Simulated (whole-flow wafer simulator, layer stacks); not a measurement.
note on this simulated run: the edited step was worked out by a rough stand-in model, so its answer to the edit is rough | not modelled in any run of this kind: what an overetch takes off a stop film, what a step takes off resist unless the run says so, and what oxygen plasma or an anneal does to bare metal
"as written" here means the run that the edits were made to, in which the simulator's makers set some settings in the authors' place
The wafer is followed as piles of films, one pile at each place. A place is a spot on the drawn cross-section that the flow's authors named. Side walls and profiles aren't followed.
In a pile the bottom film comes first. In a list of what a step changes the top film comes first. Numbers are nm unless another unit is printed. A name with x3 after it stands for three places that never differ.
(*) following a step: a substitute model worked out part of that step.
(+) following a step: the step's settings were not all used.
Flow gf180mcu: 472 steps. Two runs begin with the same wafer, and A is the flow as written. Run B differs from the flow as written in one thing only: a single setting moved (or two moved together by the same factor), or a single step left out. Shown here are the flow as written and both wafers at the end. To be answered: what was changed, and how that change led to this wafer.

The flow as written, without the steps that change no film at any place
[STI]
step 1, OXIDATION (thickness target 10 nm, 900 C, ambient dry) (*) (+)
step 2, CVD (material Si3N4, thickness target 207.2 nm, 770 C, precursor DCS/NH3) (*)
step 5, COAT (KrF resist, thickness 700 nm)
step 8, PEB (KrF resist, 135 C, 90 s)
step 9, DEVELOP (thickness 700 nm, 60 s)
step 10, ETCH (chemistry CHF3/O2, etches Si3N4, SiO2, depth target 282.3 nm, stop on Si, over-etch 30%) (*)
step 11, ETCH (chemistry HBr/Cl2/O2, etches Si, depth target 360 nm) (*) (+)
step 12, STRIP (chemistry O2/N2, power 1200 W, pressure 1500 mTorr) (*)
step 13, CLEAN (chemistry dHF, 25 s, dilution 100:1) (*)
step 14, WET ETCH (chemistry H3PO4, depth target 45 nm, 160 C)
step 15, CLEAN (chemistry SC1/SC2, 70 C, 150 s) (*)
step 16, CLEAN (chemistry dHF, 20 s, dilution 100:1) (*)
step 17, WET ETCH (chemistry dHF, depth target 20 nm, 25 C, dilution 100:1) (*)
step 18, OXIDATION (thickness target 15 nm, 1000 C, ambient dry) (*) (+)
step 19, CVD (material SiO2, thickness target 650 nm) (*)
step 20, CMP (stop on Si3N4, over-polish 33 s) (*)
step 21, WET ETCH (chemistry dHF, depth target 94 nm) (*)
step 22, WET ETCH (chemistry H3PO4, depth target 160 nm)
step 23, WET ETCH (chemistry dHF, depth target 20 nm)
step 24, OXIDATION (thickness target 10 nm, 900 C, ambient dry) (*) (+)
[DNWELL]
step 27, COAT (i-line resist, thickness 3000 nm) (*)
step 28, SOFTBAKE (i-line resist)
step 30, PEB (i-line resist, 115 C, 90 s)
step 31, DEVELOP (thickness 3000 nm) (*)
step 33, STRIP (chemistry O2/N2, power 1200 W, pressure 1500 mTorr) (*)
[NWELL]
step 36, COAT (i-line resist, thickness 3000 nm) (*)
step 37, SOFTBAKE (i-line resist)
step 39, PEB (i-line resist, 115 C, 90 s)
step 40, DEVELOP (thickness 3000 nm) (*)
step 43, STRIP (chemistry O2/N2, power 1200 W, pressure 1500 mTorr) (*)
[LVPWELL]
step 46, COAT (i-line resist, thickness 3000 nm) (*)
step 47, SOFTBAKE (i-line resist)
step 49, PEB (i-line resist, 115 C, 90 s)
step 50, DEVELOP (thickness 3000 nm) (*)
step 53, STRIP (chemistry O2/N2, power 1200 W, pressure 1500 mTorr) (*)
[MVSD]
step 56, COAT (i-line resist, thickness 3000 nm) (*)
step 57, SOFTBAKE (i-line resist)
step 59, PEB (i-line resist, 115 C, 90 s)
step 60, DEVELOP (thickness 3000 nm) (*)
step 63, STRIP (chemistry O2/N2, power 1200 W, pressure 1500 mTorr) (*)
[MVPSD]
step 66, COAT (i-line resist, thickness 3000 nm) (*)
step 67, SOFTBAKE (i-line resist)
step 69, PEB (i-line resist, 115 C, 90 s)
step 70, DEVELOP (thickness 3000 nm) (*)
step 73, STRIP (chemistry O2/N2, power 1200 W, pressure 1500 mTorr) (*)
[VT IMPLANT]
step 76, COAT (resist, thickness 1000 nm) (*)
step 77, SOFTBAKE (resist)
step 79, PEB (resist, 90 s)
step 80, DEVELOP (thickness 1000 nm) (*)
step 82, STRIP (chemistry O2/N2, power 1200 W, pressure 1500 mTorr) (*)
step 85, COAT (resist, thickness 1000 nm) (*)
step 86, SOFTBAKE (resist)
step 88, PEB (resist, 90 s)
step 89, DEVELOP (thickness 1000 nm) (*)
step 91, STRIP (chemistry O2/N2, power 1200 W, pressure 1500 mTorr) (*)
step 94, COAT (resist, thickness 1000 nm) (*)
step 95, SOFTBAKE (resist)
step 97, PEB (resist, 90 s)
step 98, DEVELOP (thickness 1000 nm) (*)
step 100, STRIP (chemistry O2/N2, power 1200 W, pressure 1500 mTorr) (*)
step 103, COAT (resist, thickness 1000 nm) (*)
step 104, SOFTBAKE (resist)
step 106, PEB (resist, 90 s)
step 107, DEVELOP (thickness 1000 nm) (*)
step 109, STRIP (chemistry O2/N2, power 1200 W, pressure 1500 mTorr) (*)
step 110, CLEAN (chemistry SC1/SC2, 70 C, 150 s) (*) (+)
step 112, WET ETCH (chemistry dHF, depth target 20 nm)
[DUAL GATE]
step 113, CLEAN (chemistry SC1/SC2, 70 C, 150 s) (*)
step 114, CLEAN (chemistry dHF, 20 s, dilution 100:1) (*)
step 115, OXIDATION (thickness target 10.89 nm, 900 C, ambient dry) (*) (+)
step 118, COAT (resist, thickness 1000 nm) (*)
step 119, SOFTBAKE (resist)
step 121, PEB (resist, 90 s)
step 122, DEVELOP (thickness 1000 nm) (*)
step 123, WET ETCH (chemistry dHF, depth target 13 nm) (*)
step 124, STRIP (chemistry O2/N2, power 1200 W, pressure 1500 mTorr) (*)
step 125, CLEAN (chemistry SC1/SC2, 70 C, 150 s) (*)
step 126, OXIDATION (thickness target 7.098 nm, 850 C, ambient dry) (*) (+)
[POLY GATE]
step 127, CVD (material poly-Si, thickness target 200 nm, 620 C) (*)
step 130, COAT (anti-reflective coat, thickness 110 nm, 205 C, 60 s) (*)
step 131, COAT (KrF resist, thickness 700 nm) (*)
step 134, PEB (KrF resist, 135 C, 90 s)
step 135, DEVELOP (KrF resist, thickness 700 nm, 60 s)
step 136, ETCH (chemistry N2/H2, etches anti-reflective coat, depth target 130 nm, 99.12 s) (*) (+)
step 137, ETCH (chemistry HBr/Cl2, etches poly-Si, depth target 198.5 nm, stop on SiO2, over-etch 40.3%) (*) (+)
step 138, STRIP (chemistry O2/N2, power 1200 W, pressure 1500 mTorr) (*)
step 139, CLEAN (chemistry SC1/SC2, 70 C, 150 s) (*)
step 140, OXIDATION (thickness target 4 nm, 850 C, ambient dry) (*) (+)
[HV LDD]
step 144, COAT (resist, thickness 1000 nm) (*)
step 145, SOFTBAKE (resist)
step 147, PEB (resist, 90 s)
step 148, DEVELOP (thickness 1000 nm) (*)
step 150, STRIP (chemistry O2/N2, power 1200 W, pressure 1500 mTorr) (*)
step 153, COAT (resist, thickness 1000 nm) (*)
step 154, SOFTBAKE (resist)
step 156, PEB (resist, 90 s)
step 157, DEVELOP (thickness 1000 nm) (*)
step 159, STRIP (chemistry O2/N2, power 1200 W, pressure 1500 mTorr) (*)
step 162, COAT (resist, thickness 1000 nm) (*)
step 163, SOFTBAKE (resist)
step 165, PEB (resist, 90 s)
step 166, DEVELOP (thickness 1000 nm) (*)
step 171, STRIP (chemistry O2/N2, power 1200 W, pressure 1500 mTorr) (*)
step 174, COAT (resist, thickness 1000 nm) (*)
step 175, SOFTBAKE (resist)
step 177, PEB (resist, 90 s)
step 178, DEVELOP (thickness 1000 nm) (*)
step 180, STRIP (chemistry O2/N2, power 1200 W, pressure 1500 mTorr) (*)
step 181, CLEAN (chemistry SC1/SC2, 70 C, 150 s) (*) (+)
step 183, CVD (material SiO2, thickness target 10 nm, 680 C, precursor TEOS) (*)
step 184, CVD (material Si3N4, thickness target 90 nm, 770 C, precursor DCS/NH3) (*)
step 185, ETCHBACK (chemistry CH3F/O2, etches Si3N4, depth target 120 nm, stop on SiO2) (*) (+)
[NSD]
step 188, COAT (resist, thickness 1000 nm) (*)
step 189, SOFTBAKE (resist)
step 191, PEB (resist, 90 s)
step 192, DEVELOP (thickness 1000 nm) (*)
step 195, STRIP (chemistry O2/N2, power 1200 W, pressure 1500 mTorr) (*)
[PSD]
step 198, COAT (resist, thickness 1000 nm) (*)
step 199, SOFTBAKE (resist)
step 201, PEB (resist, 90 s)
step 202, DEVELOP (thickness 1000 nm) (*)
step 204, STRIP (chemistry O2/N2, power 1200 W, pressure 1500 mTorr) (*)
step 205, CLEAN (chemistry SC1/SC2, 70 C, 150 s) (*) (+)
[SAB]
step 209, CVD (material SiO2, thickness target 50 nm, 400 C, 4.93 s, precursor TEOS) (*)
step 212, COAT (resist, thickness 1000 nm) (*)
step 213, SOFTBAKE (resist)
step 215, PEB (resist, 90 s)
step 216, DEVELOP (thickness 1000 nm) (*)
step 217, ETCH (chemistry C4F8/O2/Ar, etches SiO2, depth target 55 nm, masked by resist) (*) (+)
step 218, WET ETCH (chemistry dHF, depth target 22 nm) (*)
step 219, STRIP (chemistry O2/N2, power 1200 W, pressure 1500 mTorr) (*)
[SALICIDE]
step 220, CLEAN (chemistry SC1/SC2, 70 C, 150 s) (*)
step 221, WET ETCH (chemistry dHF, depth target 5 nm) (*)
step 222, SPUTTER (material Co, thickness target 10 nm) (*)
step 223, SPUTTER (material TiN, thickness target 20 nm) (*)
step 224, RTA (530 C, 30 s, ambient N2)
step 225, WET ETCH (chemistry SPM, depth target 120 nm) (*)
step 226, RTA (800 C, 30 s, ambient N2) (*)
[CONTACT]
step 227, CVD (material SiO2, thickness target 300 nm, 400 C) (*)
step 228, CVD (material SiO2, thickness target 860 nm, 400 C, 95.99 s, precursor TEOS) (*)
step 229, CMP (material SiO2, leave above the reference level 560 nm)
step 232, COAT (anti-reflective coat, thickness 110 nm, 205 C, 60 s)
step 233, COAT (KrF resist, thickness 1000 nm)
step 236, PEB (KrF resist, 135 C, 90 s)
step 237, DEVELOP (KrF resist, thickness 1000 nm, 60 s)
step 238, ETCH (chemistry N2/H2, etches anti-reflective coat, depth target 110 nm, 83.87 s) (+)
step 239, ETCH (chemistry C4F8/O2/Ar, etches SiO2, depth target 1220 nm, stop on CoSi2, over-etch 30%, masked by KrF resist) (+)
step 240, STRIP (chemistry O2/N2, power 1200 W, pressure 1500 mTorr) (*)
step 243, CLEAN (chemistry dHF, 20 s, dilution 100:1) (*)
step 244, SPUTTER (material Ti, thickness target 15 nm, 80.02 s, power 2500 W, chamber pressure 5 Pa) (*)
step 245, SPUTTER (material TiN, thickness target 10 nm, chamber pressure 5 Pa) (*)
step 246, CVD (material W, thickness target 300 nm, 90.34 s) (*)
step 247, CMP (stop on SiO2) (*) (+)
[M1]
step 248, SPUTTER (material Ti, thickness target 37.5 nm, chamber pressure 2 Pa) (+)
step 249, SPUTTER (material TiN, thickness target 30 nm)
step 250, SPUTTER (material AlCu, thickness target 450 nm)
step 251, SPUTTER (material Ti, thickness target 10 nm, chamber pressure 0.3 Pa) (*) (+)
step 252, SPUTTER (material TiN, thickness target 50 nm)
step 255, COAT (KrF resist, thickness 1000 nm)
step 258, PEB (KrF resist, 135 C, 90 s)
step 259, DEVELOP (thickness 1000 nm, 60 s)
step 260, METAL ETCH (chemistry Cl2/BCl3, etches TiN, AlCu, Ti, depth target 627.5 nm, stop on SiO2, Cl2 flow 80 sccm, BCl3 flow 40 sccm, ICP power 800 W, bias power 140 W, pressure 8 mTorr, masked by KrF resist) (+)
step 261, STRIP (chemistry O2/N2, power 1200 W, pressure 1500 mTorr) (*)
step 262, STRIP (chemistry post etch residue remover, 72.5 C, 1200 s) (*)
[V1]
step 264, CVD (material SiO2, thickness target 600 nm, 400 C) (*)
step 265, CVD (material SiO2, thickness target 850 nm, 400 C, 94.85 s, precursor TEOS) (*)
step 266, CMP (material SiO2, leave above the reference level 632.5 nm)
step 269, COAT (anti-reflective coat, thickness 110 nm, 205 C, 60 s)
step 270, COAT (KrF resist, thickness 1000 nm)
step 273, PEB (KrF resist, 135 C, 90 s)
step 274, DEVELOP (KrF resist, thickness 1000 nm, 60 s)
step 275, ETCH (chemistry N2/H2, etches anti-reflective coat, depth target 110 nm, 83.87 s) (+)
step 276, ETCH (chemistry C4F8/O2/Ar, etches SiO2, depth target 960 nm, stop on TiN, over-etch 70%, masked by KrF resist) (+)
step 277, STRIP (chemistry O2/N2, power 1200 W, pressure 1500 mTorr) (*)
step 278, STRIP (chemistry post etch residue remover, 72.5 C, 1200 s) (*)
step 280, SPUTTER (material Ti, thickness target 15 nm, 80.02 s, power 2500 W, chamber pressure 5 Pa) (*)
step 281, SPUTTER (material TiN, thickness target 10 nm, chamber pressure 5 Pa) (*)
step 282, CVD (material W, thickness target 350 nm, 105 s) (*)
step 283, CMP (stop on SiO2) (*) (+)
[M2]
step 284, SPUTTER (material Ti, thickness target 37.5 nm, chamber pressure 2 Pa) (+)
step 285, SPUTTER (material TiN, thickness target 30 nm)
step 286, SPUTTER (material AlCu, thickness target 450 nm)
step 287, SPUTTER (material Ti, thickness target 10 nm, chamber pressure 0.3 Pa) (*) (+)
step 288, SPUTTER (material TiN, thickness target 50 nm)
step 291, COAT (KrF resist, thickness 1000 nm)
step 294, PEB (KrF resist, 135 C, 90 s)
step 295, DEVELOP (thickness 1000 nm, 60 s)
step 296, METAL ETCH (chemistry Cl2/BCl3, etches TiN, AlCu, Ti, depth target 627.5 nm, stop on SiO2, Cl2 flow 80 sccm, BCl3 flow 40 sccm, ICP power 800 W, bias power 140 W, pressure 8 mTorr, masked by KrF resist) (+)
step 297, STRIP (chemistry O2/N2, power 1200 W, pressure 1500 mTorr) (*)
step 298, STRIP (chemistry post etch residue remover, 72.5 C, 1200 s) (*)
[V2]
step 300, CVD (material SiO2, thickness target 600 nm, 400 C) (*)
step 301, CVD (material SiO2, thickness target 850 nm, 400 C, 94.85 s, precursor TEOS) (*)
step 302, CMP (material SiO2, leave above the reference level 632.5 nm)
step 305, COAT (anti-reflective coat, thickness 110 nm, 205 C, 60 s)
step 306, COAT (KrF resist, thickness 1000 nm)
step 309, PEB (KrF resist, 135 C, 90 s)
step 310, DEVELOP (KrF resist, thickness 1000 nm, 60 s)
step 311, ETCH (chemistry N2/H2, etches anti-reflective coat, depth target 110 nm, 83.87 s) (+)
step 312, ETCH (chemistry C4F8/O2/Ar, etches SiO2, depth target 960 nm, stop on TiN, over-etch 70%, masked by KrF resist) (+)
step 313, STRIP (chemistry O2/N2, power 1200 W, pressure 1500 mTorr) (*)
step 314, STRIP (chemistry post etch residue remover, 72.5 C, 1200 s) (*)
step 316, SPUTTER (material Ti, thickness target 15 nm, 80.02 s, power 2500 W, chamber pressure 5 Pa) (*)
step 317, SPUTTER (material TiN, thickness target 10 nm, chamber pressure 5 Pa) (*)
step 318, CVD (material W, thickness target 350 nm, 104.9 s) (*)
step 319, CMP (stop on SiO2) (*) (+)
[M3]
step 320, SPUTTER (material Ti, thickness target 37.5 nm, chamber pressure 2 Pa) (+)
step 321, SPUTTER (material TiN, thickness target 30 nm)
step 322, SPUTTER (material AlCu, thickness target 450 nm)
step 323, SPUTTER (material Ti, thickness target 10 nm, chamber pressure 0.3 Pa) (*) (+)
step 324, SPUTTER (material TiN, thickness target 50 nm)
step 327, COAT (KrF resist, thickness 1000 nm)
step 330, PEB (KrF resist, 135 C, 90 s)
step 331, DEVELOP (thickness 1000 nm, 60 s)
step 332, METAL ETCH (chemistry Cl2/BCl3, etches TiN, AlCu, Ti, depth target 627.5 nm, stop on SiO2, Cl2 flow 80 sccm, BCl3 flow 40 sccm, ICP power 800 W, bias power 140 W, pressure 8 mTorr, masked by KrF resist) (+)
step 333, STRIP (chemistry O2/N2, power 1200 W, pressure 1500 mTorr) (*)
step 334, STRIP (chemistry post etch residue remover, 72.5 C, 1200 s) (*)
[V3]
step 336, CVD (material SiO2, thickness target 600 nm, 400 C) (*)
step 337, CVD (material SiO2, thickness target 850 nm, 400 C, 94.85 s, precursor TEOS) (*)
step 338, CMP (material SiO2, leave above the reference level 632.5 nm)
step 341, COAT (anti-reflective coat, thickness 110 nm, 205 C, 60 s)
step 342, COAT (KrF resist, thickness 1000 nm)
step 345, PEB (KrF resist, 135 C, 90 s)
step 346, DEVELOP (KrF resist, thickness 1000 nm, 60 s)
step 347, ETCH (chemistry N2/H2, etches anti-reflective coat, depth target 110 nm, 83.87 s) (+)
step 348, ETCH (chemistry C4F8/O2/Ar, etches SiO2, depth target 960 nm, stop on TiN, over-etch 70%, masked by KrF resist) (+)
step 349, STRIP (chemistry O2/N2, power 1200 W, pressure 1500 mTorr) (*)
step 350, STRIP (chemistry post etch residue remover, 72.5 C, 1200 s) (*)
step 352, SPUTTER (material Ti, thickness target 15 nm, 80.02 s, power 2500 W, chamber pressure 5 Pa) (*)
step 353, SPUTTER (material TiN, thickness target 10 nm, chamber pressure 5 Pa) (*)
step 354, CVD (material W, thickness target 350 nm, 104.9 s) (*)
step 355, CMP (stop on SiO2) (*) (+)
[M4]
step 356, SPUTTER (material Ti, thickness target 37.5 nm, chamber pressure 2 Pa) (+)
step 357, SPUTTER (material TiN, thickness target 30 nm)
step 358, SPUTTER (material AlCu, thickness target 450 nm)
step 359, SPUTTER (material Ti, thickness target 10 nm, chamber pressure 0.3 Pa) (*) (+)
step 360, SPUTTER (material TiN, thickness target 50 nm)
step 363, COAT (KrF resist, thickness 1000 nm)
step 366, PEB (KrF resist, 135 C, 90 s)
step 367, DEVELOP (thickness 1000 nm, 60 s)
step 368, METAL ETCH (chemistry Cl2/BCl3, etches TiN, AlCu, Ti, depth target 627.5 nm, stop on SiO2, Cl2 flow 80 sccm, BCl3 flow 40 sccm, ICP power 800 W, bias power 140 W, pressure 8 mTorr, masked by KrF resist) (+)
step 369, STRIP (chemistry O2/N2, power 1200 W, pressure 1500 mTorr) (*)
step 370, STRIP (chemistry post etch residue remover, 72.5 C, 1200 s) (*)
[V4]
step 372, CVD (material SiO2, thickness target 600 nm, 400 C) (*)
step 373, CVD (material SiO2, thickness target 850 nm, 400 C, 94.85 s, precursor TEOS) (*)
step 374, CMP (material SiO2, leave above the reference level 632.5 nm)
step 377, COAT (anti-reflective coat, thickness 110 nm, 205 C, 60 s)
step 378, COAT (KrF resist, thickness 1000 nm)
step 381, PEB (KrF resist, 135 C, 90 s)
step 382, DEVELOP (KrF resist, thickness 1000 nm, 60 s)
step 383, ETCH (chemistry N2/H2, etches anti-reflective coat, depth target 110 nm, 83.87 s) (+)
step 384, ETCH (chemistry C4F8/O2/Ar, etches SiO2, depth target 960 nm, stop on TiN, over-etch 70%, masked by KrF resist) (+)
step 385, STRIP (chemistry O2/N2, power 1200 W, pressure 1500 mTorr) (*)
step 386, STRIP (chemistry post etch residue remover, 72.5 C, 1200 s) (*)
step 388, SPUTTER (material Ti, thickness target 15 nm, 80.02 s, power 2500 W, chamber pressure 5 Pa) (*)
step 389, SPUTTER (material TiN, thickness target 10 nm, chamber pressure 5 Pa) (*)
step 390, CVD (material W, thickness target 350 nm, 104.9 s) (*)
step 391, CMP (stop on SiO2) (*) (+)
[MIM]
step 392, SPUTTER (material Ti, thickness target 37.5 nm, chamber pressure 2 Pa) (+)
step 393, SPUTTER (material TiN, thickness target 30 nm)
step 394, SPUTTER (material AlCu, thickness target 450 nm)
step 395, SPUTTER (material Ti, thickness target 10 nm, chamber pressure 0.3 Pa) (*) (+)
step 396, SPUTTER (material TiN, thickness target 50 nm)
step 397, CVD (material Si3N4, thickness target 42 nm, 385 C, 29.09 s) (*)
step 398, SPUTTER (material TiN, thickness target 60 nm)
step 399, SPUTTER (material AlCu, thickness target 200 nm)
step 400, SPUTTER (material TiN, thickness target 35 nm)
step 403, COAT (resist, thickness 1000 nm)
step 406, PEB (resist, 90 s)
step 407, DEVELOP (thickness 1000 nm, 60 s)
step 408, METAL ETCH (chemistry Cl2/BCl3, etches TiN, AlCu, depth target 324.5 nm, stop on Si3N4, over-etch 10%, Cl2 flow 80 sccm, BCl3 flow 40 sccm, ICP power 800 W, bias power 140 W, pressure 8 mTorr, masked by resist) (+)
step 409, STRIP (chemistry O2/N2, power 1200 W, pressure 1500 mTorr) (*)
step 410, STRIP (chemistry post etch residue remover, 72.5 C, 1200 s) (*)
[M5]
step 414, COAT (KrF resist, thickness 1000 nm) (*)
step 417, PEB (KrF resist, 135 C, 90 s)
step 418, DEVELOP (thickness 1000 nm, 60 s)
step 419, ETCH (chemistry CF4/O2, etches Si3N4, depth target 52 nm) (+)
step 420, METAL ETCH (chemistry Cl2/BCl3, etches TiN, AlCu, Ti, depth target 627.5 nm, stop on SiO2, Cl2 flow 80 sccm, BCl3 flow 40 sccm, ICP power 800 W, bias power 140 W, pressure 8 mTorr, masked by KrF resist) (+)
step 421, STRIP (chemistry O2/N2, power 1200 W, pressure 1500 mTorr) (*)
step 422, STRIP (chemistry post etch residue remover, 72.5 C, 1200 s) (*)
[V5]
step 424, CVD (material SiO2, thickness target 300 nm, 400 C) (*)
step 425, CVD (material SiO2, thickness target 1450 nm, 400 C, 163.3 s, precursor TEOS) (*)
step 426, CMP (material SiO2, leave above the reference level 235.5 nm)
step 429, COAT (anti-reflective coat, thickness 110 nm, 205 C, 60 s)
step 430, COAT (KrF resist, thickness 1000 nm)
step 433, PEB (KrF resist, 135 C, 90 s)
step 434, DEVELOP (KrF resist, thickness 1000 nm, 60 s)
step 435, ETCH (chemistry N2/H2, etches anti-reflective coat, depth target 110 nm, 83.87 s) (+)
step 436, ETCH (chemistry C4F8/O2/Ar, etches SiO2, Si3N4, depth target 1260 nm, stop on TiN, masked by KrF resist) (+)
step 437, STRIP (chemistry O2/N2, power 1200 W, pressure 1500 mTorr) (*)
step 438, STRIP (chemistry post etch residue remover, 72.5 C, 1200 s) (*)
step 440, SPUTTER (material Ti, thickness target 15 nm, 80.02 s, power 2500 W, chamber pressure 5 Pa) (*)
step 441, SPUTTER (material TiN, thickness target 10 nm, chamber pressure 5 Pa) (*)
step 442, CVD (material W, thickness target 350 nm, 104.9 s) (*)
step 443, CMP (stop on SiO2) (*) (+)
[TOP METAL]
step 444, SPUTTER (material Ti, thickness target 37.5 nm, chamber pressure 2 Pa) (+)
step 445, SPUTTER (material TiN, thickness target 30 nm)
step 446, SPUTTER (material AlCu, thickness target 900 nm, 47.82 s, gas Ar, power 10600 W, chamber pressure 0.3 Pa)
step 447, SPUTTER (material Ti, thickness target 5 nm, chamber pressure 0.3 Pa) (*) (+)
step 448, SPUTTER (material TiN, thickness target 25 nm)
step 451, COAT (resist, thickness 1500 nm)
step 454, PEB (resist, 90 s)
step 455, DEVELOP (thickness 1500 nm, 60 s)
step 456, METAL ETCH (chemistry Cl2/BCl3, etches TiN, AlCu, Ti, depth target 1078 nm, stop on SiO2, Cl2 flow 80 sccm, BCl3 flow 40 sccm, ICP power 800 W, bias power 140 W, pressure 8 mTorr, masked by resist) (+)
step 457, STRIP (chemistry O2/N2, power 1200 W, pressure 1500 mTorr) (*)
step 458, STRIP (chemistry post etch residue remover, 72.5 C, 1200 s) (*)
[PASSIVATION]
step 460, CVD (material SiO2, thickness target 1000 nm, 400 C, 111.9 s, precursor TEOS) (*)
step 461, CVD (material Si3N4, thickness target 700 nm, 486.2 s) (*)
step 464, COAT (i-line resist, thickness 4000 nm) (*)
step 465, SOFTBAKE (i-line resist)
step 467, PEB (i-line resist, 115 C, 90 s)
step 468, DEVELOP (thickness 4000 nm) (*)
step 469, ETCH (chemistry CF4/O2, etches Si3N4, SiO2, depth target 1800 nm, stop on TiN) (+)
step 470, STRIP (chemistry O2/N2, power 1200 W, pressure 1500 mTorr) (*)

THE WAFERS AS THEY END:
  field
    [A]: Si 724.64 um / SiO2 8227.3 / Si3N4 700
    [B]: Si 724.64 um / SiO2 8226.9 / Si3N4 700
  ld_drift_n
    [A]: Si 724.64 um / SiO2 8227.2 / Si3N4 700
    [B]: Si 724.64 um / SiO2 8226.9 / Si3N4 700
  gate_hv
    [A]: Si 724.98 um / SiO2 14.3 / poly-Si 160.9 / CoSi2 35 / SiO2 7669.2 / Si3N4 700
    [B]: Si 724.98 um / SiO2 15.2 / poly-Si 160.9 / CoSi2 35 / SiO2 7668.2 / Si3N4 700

What caused this: step 115, OXIDATION: thickness target 11.98 nm was run, whereas the flow has thickness target 10.89 nm.

The path from the change to this, step by step:
  step 115, OXIDATION (thickness target 10.89 nm, 900 C, ambient dry) (*) (+)
      active, n_well, p_well and 40 more: A SiO2 gains 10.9 (new film), Si loses 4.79 | B SiO2 gains 12 (new film), Si loses 5.27
  step 123, WET ETCH (chemistry dHF, depth target 13 nm) (*)
      active, n_well, p_well and 12 more: A SiO2 loses 10.9 (all of it) | B SiO2 loses 12 (all of it)
  step 189, SOFTBAKE (resist)
      field__w9: A resist gains 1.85 | B resist loses 1.04
  step 199, SOFTBAKE (resist)
      field__w9: A resist gains 1.85 | B resist loses 1.04
  step 218, WET ETCH (chemistry dHF, depth target 22 nm) (*)
      ldn_tap, ldn_src, ldn_drn, ldp_tap, ldp_src, ldp_drn, ldp_gr: A SiO2 loses 16 (all of it) | B SiO2 loses 16.9 (all of it)
      ld_drn_n, ld_sd_p: A SiO2 loses 14.8 (all of it) | B SiO2 loses 15.7 (all of it)
      (also at 5 further places)
